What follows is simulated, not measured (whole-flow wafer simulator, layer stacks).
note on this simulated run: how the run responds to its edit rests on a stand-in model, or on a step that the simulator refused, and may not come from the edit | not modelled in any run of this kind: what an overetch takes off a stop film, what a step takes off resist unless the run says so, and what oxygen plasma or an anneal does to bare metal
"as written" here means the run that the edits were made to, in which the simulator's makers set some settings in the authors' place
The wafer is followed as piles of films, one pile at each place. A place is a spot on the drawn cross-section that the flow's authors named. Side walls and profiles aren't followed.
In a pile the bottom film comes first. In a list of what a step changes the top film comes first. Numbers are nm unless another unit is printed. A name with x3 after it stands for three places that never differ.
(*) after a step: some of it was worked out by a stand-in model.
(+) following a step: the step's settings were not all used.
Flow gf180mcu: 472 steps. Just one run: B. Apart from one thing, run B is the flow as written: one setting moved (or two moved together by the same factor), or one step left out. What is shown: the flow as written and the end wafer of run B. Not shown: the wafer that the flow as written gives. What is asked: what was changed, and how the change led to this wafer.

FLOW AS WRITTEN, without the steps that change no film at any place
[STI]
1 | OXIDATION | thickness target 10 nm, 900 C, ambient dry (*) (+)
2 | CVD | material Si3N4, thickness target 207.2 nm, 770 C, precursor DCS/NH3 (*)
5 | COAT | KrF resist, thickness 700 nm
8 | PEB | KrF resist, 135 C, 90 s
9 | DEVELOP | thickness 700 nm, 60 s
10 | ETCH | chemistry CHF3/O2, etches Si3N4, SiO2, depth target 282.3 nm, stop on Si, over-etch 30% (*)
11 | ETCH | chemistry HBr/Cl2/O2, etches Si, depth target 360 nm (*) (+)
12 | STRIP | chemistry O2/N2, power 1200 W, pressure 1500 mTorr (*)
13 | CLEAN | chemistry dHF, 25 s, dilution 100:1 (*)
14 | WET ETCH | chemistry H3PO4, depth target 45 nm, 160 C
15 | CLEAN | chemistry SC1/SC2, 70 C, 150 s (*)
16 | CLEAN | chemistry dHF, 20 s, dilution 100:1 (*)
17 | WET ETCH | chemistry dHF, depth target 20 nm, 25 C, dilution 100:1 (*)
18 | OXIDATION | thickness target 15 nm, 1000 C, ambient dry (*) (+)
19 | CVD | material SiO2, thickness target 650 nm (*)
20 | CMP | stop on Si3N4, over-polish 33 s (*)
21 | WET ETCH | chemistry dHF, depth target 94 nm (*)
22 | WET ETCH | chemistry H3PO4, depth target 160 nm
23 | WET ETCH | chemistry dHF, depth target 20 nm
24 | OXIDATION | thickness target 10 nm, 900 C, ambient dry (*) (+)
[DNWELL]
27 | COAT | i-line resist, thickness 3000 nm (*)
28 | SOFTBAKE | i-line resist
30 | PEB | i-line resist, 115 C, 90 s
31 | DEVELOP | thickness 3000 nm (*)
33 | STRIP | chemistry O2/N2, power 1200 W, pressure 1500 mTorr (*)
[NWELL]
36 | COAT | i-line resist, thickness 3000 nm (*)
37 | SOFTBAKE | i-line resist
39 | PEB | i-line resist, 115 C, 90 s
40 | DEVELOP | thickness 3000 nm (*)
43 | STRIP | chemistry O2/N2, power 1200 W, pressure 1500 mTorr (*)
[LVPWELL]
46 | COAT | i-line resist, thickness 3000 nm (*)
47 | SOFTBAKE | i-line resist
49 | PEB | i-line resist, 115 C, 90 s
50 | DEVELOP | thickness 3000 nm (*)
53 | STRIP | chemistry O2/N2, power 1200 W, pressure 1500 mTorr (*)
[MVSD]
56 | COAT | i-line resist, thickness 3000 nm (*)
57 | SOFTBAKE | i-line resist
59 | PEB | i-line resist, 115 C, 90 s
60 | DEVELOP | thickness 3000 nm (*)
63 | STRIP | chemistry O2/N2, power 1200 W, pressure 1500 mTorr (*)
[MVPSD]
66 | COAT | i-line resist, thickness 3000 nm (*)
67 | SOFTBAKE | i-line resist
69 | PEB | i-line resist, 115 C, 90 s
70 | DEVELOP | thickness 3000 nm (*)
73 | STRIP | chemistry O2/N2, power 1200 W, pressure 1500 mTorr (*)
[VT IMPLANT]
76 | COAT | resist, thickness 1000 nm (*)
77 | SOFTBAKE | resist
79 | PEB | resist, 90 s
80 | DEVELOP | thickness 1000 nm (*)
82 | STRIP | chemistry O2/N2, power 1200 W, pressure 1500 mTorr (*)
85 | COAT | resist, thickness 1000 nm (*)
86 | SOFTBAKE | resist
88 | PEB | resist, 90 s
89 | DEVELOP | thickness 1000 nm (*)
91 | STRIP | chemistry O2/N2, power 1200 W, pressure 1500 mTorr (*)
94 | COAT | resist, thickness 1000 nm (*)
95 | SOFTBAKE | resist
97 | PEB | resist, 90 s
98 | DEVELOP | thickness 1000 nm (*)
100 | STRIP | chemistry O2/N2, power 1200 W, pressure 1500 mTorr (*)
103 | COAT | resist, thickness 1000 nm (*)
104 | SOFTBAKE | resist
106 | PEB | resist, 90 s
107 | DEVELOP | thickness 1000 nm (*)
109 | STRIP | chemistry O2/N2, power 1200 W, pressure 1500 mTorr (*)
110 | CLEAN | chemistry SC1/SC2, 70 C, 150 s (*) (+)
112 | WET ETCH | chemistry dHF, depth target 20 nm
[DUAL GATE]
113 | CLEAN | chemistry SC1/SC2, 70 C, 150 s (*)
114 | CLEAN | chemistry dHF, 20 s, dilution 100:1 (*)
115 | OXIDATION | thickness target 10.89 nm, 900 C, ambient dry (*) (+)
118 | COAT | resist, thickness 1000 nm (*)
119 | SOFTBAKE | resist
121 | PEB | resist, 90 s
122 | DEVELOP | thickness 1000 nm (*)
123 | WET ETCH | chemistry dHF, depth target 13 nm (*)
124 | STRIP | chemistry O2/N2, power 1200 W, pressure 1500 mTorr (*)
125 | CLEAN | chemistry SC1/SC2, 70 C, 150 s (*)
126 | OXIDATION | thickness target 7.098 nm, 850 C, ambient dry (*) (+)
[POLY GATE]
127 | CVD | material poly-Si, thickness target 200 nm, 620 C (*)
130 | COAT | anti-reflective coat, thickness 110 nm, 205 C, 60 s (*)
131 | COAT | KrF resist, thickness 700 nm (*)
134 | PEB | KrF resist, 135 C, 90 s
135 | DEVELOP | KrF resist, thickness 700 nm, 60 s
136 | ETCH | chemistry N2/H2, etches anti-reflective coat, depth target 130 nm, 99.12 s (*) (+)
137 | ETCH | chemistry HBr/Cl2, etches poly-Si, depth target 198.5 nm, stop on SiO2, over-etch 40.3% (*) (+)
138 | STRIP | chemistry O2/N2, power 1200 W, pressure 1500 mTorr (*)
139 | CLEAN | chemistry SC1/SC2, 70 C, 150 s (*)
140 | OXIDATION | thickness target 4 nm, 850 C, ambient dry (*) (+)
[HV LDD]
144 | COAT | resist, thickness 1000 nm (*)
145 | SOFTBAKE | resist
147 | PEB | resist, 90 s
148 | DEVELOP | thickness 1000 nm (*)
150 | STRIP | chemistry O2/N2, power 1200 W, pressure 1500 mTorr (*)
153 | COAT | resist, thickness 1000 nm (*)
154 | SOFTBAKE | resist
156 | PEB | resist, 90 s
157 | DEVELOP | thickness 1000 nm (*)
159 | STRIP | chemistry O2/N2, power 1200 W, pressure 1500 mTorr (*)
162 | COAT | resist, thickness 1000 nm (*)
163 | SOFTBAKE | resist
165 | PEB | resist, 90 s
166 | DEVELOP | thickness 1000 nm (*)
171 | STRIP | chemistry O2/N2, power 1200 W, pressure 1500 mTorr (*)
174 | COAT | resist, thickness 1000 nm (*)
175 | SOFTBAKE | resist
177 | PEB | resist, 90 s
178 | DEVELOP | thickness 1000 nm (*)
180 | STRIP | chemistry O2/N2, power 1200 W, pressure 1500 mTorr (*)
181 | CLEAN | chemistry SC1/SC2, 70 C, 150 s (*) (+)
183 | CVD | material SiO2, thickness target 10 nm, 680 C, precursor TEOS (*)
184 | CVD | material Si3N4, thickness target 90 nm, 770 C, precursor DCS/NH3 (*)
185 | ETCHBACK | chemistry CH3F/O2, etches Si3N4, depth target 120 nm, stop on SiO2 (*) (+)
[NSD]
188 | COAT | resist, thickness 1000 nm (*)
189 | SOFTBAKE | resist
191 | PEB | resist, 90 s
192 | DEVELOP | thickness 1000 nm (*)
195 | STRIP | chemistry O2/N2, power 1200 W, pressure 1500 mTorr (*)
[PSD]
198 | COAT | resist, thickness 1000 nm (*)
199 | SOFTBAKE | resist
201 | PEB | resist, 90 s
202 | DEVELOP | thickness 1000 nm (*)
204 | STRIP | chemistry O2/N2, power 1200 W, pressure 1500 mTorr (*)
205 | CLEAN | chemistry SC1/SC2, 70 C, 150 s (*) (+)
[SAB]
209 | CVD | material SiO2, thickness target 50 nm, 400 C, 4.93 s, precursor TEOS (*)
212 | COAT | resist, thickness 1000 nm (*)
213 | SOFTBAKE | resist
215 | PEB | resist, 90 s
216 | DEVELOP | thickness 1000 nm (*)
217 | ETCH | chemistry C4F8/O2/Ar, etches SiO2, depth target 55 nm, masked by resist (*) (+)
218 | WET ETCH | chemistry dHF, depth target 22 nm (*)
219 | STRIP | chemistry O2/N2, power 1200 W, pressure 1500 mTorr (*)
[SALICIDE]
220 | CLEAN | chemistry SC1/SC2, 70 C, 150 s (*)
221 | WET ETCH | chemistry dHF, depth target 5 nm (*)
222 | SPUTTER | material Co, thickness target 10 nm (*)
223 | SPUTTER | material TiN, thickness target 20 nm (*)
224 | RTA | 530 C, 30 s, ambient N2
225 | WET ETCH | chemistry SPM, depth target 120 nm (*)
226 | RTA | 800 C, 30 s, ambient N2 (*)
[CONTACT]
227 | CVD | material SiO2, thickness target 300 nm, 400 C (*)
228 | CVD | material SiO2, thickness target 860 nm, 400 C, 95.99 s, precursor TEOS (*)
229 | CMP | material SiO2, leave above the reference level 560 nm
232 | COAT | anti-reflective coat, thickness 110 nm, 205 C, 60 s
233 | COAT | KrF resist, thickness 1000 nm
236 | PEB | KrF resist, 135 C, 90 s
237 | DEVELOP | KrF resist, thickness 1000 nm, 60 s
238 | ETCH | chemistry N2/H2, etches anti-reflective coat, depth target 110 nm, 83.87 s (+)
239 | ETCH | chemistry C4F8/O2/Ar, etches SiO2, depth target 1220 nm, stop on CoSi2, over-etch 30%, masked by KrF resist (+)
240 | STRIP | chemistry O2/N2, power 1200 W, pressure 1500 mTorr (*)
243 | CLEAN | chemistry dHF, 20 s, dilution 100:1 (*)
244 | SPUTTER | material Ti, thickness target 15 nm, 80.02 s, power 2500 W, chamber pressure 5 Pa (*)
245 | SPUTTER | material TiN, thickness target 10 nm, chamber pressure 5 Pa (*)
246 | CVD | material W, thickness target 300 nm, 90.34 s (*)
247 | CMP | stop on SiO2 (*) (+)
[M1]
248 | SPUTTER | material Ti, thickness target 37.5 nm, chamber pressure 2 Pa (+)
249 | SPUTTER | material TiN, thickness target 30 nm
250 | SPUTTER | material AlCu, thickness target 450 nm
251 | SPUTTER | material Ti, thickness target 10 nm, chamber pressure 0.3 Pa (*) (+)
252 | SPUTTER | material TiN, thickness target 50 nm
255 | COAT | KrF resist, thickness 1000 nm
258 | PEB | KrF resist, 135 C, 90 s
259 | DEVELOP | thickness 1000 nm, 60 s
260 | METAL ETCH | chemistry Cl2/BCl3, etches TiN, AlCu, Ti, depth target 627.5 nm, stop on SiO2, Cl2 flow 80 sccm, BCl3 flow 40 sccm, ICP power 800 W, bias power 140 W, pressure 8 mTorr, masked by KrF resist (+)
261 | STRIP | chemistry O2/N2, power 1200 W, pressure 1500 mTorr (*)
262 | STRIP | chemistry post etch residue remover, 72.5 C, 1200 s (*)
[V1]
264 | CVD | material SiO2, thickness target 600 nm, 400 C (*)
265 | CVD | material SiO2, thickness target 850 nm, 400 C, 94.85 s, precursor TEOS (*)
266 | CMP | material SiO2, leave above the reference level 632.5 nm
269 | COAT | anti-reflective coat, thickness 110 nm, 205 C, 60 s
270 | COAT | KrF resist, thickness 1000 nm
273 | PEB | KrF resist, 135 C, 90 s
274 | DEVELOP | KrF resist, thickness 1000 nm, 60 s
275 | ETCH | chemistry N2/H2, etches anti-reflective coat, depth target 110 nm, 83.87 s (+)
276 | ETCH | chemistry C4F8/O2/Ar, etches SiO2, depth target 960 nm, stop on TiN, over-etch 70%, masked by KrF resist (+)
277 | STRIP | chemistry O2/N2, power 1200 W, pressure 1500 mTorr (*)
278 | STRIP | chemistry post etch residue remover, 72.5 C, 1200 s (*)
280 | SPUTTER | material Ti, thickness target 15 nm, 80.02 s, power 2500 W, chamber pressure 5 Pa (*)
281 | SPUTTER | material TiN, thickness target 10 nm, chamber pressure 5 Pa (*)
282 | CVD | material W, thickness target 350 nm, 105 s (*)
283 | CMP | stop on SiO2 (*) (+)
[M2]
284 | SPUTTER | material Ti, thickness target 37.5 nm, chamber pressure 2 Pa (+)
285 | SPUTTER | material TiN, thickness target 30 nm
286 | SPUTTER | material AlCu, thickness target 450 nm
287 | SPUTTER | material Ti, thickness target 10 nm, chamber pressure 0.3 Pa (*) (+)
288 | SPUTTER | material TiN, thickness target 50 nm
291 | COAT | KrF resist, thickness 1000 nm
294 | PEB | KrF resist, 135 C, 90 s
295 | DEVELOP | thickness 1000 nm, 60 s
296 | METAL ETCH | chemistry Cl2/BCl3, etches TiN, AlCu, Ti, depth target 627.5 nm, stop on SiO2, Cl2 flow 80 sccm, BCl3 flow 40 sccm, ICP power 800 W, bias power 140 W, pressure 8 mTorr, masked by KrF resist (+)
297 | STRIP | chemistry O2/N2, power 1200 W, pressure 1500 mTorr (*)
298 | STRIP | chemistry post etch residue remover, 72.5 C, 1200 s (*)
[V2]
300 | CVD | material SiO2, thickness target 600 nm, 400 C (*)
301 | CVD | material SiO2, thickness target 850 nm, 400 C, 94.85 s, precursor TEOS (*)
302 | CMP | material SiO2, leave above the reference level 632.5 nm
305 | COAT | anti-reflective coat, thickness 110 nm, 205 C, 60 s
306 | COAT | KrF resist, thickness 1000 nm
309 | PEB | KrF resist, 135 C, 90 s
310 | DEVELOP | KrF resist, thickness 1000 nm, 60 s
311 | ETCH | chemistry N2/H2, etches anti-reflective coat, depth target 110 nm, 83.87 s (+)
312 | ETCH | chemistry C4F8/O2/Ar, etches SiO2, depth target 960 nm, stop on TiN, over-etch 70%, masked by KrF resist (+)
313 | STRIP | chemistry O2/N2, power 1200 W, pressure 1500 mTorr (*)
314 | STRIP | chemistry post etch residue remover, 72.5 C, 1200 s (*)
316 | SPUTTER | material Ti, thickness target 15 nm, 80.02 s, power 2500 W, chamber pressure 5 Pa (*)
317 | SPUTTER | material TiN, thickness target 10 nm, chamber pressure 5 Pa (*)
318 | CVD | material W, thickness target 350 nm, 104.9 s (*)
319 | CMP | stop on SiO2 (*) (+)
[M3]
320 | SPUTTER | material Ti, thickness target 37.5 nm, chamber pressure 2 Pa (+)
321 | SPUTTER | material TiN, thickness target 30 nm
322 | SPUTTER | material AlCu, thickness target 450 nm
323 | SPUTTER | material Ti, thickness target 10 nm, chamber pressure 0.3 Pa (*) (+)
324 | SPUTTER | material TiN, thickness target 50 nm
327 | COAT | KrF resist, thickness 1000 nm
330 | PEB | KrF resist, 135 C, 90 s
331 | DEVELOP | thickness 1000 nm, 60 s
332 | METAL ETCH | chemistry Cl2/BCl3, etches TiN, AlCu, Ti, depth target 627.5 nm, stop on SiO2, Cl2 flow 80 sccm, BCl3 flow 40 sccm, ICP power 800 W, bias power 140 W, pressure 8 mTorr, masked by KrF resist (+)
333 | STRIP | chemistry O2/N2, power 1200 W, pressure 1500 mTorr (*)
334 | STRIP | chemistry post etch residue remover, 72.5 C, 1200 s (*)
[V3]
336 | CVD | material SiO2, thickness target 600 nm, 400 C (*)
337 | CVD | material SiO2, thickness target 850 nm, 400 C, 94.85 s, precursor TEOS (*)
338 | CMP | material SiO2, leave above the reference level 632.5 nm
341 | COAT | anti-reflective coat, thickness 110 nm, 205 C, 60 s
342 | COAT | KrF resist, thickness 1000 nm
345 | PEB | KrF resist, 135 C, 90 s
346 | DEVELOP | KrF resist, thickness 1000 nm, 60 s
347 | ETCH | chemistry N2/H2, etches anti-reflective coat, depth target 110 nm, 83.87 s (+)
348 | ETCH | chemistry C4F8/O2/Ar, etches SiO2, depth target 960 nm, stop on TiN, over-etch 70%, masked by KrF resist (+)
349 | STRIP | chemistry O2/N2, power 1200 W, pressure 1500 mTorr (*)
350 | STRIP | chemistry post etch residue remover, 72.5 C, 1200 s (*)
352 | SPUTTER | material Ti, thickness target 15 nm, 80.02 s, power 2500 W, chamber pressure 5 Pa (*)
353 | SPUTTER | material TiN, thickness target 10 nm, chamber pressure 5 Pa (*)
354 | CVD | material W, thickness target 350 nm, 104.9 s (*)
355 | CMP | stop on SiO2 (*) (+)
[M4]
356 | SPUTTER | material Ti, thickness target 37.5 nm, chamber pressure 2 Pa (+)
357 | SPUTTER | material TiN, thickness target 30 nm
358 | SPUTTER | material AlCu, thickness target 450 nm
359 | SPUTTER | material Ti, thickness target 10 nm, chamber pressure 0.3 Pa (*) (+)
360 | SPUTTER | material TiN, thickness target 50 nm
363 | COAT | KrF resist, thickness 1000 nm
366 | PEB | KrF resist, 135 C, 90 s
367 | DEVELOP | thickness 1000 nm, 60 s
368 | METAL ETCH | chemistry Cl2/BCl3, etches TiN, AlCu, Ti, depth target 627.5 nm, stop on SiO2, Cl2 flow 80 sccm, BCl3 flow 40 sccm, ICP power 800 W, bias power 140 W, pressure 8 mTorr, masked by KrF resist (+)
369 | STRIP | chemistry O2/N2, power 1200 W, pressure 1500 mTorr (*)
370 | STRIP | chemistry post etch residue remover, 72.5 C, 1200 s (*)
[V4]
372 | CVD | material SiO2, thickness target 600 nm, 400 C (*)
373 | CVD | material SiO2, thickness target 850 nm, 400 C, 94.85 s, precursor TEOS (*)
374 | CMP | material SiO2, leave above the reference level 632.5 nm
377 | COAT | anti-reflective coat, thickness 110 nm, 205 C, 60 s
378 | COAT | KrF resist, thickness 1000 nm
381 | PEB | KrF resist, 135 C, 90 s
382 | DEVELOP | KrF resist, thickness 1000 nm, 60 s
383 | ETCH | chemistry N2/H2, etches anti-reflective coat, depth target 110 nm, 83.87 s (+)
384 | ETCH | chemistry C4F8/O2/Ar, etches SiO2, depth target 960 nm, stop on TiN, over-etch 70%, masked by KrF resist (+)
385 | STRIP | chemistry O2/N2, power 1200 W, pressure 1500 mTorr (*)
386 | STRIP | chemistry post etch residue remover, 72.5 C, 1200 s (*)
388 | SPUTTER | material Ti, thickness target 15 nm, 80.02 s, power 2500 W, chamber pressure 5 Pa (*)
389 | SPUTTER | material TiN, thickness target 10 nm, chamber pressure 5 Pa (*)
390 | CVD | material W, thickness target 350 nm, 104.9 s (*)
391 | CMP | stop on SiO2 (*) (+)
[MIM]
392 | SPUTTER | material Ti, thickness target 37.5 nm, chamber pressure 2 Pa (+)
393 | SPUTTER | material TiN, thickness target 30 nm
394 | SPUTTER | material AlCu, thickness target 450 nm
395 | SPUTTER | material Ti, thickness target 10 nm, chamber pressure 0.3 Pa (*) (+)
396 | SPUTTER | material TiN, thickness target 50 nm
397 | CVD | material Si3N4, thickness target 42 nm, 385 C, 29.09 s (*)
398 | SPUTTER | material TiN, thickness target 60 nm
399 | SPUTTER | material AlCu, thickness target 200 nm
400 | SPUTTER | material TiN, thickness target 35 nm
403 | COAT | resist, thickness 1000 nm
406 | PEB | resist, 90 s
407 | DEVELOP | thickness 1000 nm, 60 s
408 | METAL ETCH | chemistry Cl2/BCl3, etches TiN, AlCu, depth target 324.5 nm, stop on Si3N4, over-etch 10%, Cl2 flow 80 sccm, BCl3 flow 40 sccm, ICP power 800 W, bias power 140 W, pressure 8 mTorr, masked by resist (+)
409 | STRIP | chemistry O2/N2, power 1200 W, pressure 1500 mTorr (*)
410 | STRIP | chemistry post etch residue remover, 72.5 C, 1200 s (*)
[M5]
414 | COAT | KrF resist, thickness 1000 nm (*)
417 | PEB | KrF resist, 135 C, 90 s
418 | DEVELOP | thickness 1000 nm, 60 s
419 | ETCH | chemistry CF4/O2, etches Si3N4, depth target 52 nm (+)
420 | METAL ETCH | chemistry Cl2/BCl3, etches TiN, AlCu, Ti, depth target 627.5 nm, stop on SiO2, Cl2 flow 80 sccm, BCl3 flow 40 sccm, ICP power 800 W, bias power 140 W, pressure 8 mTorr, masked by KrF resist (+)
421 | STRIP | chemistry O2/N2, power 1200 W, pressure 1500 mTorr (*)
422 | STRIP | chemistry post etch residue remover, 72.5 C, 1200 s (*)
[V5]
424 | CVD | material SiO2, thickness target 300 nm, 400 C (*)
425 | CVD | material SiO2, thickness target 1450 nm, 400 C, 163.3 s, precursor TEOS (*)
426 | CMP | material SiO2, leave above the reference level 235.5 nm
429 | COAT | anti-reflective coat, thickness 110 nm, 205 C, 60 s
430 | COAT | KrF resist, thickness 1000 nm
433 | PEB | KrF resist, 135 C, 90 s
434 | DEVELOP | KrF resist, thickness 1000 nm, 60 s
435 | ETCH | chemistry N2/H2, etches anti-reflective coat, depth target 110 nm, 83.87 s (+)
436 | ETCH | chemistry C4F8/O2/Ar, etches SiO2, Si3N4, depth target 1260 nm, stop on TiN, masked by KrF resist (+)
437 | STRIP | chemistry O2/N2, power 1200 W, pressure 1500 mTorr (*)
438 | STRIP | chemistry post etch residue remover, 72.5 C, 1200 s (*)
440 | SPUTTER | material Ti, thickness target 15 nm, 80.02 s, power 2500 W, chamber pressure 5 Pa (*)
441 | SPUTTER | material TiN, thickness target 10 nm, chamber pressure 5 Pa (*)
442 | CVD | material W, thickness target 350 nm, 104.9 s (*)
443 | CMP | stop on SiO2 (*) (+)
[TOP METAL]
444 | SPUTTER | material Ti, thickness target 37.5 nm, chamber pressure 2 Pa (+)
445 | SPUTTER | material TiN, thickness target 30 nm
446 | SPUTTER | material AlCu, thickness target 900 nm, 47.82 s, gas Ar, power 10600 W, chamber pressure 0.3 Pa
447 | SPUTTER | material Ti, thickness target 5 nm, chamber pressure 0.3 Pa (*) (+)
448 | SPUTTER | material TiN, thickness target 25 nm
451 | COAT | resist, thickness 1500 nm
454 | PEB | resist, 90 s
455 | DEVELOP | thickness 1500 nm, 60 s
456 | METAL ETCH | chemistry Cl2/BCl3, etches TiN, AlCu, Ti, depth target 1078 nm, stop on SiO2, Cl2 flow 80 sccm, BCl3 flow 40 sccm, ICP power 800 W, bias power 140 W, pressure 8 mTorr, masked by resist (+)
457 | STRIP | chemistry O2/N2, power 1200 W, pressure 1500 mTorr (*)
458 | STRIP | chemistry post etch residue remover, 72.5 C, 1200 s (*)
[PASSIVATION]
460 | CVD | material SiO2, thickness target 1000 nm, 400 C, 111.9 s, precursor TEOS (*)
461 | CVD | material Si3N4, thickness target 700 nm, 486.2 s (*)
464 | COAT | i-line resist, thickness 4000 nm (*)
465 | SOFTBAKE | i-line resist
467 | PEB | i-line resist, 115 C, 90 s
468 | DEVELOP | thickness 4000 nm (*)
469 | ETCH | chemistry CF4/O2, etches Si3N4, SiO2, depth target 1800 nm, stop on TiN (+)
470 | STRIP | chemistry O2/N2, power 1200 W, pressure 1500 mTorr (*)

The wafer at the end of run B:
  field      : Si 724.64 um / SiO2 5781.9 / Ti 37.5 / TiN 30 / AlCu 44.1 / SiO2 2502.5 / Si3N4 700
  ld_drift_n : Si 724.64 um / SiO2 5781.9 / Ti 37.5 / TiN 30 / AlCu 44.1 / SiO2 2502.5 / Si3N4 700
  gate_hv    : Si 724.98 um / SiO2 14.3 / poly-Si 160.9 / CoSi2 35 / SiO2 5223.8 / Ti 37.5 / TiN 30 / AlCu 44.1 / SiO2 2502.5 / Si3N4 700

What caused this: step 394, SPUTTER: thickness target 618.8 nm was run, while the flow as written has thickness target 450 nm.

How this came from the change, step by step:
  394 | SPUTTER | material AlCu, thickness target 450 nm
      field, field__w1, field__w2 and 108 more: +618.8 AlCu (new film) (as written it would have been: +450 AlCu (new film))
  420 | METAL ETCH | chemistry Cl2/BCl3, etches TiN, AlCu, Ti, depth target 627.5 nm, stop on SiO2, Cl2 flow 80 sccm, BCl3 flow 40 sccm, ICP power 800 W, bias power 140 W, pressure 8 mTorr, masked by KrF resist (+)
      field, field__w1, field__w2 and 101 more: -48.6 TiN (all of it), -10 Ti (all of it), -568.9 AlCu (as written it would have been: -48.6 TiN (all of it), -10 Ti (all of it), -450 AlCu (all of it), -30 TiN (all of it), -37.5 Ti (all of it))
  422 | STRIP | chemistry post etch residue remover, 72.5 C, 1200 s (*)
      field, field__w1, field__w2 and 101 more: -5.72 AlCu (as written it would have been: nothing)
  424 | CVD | material SiO2, thickness target 300 nm, 400 C (*)
      field, field__w1, field__w2 and 101 more: +300 SiO2 (new film) (as written it would have been: +300 SiO2)
  426 | CMP | material SiO2, leave above the reference level 235.5 nm
      field, field__w1, field__w5 and 92 more: -243.7 SiO2 (as written it would have been: -300.8 SiO2)
      field__w2, field__w3, field__w12 and 6 more: -212.9 SiO2 (as written it would have been: -272.7 SiO2)
If metal films that touch count as one body, field has 1 body; the flow as written gives 0 bodies.
If metal films that touch count as one body, ld_drift_n has 1 body; the flow as written gives 0 bodies.
If metal films that touch count as one body, gate_hv has 2 bodies (between them, from the top down: SiO2 5223.8); the flow as written gives 1 body.
